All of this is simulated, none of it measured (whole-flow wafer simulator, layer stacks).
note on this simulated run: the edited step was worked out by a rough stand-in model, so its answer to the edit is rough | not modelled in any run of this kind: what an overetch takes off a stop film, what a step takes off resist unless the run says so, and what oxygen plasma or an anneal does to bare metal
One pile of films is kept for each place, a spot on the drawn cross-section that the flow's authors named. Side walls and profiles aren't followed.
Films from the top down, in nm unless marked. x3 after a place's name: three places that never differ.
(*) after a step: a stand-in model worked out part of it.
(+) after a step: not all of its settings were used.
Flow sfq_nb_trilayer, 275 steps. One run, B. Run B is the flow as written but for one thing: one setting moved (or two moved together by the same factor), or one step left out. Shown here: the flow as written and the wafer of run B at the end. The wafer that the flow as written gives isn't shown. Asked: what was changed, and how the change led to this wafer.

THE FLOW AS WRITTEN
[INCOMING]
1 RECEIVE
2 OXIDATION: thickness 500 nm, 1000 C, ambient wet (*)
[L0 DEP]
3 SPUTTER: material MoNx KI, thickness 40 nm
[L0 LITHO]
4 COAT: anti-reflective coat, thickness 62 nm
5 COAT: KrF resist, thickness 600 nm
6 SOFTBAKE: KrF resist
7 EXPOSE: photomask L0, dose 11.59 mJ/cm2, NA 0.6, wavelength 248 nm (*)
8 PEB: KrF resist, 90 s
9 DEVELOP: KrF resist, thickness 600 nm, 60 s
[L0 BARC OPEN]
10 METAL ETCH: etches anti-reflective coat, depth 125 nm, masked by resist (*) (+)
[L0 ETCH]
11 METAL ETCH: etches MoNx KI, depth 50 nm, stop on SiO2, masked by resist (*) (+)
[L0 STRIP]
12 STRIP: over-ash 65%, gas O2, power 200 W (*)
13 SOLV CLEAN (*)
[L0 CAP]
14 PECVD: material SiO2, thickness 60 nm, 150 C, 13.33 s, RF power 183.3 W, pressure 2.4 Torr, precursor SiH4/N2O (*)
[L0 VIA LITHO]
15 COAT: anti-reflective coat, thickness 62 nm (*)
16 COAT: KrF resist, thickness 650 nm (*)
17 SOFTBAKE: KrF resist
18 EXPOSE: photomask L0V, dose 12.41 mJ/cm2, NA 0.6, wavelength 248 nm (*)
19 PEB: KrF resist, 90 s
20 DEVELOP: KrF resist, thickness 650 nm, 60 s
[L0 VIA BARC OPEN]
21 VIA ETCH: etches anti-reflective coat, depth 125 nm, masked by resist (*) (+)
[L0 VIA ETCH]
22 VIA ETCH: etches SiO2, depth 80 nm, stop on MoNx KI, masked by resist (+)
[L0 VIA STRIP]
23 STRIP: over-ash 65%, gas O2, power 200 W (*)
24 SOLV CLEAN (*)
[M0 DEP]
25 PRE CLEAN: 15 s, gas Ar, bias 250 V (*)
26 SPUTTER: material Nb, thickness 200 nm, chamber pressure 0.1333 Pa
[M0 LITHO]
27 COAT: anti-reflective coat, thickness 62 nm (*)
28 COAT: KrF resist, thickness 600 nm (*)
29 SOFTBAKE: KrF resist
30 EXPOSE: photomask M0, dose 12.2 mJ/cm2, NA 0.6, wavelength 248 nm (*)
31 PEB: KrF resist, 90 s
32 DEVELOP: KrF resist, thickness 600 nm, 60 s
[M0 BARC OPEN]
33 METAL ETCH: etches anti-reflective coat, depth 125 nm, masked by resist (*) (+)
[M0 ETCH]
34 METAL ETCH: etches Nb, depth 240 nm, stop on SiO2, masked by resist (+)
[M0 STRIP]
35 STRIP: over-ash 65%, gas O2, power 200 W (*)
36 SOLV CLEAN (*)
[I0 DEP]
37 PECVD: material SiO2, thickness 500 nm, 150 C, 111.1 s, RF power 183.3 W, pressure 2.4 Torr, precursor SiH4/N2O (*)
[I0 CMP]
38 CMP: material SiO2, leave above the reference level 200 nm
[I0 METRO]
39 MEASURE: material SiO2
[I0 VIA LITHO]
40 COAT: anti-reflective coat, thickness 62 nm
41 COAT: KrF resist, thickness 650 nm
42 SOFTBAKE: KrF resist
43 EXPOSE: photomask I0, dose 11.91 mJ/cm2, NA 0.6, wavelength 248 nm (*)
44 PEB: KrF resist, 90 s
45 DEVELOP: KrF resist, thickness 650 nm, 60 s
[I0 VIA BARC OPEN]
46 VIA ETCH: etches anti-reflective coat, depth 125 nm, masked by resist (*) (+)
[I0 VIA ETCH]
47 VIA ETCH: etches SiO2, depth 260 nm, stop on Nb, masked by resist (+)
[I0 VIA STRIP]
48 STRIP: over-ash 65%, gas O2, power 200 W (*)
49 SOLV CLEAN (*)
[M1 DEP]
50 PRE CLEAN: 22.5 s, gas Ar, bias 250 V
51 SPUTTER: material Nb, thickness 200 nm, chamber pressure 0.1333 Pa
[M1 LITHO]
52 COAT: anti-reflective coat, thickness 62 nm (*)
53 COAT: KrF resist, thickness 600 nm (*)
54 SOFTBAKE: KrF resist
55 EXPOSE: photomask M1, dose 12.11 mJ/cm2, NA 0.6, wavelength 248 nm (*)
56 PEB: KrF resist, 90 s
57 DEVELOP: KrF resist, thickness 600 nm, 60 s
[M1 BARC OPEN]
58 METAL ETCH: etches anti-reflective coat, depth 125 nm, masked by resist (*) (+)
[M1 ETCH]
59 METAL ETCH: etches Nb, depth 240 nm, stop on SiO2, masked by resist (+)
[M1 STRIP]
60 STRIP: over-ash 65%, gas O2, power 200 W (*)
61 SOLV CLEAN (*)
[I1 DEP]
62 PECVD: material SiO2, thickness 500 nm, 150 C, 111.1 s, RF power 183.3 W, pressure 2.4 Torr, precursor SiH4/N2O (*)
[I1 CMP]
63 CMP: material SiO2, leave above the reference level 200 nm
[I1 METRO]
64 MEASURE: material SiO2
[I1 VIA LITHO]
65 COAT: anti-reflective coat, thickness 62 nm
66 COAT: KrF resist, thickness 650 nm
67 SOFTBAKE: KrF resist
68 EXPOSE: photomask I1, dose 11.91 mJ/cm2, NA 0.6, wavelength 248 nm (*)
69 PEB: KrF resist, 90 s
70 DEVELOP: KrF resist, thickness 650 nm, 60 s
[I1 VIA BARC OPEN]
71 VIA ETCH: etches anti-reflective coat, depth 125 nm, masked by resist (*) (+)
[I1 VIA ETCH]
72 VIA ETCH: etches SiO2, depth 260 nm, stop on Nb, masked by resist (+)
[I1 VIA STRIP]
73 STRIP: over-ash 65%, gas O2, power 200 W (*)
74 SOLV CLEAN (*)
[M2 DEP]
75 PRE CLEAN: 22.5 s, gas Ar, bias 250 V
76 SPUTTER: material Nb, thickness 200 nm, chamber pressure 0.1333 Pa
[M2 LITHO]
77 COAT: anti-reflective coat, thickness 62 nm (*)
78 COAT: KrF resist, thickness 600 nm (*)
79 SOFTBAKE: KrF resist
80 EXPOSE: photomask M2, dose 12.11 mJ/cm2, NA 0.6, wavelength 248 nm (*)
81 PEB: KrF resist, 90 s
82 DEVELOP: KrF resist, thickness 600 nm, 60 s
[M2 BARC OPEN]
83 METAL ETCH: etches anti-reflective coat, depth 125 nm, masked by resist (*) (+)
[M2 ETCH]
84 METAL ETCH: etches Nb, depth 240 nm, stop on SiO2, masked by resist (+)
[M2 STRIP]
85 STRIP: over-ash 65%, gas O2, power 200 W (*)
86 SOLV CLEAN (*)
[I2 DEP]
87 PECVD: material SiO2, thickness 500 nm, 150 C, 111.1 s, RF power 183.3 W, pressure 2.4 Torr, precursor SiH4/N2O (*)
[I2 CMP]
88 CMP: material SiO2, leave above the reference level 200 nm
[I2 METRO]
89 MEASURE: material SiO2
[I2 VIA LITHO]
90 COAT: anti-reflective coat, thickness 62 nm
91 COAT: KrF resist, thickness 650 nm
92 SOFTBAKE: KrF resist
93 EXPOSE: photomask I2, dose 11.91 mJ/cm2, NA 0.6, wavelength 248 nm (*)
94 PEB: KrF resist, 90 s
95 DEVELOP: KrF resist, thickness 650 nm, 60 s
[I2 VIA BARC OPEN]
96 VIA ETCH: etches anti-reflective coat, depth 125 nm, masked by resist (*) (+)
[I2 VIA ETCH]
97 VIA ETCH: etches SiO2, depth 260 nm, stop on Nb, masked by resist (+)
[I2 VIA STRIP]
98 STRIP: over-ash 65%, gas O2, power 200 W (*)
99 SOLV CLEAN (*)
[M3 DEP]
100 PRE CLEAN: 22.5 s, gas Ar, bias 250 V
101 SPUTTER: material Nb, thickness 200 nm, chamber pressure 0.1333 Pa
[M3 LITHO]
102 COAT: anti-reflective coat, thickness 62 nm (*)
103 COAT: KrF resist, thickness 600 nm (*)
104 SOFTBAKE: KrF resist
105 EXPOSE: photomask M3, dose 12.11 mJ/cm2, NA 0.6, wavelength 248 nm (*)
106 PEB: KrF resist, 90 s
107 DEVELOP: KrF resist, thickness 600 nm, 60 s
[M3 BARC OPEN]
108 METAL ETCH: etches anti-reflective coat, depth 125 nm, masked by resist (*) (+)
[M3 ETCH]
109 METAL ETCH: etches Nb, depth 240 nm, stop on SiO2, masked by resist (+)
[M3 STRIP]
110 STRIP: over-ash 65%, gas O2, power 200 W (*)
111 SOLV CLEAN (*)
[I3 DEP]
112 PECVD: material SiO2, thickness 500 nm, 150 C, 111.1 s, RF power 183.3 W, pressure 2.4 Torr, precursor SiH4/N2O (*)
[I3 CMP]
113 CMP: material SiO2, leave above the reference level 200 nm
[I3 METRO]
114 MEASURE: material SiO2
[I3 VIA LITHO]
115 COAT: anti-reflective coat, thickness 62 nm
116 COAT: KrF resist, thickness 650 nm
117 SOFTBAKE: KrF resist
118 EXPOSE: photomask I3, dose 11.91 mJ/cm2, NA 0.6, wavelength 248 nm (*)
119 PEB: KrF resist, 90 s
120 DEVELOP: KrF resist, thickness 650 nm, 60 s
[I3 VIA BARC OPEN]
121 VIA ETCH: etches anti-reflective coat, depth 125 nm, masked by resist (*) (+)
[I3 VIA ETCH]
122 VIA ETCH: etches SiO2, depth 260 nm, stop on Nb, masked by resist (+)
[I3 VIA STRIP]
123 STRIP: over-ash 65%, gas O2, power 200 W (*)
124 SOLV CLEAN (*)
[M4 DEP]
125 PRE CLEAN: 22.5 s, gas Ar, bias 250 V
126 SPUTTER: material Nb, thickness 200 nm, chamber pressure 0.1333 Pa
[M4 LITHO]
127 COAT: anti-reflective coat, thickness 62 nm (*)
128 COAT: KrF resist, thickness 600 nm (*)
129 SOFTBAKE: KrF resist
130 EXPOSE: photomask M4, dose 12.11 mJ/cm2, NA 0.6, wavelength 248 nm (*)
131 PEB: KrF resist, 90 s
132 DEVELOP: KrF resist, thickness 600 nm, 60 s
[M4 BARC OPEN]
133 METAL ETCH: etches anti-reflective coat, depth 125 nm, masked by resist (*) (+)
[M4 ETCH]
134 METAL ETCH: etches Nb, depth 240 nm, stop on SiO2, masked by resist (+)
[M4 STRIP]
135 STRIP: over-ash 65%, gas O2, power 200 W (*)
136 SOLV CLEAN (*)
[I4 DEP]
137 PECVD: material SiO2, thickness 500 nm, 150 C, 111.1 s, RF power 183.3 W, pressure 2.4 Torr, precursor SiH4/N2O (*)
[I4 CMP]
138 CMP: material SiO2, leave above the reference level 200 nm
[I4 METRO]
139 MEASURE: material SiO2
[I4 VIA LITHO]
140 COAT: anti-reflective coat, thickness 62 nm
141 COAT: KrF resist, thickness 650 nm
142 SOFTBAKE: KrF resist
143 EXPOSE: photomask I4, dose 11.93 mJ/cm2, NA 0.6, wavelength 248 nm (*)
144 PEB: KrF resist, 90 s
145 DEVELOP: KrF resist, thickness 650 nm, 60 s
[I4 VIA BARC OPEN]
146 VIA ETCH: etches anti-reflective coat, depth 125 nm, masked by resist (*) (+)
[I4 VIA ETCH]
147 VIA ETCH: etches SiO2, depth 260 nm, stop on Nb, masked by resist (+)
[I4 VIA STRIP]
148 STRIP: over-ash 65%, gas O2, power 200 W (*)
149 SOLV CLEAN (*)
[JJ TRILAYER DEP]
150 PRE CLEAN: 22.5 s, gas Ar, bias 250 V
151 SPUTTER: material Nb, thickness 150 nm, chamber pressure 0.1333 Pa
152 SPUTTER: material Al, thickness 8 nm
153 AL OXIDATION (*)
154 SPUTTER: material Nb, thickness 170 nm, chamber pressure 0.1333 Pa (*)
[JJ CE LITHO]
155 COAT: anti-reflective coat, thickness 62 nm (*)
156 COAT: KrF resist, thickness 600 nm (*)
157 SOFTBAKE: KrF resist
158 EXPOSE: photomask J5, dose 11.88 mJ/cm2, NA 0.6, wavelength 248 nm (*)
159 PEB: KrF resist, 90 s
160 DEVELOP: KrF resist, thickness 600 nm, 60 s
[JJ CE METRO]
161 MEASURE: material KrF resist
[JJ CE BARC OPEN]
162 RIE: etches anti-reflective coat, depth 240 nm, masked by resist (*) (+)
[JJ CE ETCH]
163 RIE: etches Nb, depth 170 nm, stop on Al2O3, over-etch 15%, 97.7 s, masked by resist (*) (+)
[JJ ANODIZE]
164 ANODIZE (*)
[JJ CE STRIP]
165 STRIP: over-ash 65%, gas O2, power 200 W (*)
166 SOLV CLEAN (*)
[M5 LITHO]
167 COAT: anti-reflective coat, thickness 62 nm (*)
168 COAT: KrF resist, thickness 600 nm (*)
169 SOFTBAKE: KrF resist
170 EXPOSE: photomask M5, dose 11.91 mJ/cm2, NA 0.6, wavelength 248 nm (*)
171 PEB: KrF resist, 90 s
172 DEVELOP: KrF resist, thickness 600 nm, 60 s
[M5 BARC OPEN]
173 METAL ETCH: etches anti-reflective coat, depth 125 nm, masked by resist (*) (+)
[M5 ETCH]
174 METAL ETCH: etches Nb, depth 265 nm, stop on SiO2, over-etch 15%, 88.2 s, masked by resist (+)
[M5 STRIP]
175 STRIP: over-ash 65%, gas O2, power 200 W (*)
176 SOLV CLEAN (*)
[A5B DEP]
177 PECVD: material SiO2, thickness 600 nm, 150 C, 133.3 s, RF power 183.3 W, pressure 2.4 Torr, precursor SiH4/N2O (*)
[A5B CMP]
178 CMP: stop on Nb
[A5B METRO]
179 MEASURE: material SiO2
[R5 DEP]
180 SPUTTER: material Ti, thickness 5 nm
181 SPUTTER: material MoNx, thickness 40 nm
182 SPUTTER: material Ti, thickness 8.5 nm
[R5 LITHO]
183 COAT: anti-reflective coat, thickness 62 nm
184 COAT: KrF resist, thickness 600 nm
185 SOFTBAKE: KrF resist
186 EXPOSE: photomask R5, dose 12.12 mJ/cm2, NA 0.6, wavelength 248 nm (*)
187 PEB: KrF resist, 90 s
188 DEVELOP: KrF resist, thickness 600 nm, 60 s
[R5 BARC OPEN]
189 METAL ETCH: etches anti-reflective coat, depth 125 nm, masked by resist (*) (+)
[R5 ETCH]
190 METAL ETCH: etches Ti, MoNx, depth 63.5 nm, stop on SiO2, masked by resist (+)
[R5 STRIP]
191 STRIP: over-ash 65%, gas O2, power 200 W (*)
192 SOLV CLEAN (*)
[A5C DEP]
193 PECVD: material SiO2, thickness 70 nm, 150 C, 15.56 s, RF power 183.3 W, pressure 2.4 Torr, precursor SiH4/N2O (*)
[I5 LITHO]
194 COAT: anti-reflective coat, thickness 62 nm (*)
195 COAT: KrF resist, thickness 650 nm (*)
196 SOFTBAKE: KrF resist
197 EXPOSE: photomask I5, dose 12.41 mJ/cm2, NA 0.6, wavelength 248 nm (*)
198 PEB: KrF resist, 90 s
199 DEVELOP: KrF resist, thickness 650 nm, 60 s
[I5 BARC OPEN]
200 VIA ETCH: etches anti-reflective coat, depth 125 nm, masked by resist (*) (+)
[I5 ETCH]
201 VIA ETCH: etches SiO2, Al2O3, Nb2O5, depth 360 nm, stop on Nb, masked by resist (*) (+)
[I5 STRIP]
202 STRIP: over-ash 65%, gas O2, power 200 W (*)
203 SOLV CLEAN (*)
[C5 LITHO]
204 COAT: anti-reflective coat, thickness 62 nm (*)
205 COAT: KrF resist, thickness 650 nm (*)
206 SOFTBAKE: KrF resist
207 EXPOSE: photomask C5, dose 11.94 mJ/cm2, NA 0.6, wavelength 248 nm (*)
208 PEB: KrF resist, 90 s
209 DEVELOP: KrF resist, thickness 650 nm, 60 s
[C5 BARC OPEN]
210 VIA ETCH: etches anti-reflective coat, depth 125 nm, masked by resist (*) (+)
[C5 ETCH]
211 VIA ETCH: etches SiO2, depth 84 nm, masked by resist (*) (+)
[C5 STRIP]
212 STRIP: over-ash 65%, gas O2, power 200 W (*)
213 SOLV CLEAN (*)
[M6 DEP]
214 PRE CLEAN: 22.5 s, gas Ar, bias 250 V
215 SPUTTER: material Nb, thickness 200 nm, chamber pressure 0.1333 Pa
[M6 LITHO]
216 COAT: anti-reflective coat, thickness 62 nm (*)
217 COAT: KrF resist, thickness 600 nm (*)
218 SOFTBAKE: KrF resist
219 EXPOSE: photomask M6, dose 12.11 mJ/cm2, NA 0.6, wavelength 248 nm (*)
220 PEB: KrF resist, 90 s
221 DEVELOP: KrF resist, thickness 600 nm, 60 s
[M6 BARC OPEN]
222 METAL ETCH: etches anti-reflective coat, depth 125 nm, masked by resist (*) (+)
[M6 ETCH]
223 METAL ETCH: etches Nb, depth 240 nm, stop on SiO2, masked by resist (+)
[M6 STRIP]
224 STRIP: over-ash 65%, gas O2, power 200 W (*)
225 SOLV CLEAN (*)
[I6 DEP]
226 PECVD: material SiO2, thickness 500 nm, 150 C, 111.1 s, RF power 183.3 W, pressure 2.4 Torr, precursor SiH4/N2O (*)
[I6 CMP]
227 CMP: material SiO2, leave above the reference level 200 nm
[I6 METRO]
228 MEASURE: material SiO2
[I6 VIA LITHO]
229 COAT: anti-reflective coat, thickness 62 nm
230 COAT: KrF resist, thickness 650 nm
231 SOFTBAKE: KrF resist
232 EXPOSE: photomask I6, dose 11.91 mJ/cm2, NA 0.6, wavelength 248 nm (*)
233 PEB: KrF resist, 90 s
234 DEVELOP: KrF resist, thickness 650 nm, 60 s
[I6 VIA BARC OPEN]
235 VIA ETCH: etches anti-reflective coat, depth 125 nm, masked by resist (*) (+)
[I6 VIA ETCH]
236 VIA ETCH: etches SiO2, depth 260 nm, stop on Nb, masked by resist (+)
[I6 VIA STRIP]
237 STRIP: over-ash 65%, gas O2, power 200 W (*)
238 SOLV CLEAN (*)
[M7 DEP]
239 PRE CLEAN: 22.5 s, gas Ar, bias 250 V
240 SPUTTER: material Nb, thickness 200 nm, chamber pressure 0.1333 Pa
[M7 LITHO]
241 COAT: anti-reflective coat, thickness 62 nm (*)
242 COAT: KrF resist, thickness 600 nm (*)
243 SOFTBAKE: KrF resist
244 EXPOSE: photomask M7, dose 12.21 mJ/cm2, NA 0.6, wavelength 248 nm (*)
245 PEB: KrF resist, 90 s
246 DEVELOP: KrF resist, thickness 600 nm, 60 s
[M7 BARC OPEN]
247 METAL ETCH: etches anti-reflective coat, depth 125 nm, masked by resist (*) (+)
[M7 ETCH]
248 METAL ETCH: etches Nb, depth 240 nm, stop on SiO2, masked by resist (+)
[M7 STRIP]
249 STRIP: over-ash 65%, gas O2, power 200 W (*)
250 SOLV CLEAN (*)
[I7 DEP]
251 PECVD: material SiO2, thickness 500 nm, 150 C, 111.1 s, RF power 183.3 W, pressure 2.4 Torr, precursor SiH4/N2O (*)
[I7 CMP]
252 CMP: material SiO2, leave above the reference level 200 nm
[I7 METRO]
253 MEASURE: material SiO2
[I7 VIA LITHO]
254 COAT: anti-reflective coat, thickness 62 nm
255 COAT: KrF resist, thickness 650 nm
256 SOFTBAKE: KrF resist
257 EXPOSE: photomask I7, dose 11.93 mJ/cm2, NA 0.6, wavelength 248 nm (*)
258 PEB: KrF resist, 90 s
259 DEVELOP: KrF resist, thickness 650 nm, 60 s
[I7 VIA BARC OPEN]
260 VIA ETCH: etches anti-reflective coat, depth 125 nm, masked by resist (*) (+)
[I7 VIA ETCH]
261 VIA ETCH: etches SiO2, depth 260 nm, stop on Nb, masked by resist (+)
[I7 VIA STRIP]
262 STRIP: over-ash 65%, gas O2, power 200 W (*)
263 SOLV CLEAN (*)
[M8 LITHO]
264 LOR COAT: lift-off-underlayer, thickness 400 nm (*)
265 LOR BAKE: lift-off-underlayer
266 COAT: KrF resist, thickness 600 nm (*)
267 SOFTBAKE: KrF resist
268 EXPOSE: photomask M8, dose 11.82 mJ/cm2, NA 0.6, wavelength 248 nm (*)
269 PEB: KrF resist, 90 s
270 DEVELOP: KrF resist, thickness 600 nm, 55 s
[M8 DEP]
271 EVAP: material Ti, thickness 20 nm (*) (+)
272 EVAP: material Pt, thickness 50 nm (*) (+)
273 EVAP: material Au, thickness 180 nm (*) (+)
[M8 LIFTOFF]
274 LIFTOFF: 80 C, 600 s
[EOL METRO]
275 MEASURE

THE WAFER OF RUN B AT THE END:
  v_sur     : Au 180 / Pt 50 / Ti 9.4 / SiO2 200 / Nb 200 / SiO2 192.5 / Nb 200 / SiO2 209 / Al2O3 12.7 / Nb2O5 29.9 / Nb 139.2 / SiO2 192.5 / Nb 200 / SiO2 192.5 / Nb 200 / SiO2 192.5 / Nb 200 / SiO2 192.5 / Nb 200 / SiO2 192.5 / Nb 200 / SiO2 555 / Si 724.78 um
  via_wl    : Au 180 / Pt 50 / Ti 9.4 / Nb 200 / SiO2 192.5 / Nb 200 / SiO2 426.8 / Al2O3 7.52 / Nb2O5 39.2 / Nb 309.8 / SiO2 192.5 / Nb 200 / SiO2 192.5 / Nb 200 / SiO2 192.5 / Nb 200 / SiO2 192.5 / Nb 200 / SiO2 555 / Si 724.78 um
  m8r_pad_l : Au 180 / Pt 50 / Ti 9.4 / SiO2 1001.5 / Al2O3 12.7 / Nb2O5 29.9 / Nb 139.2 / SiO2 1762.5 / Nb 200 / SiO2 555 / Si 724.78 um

The cause: step 271, EVAP: thickness 9.4 nm was run, where the flow has thickness 20 nm.
It can be read off the wafer: v_sur has Ti 9.4, and step 271 as written asks for 20 nm.

How the change led to this, step by step:
  271 EVAP: material Ti, thickness 20 nm (*) (+)
      field_l, v_sur, via_wl and 103 more: Ti +9.4 (new film) (as written it would be: Ti +20 (new film))
  274 LIFTOFF: 80 C, 600 s
      p4_fl, p4_fm, p4_w1 and 71 more: Au -180 (all of it), Pt -50 (all of it), Ti -9.4 (all of it), KrF resist -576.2 (all of it), lift-off-underlayer -400 (all of it) (as written it would be: Au -180 (all of it), Pt -50 (all of it), Ti -20 (all of it), KrF resist -576.2 (all of it), lift-off-underlayer -400 (all of it))
      c5j, ce_r: Au -180 (all of it), Pt -50 (all of it), Ti -9.4 (all of it), KrF resist -573.3 (all of it), lift-off-underlayer -399.3 (all of it) (as written it would be: Au -180 (all of it), Pt -50 (all of it), Ti -20 (all of it), KrF resist -573.3 (all of it), lift-off-underlayer -399.3 (all of it))
      (and at 19 more places)
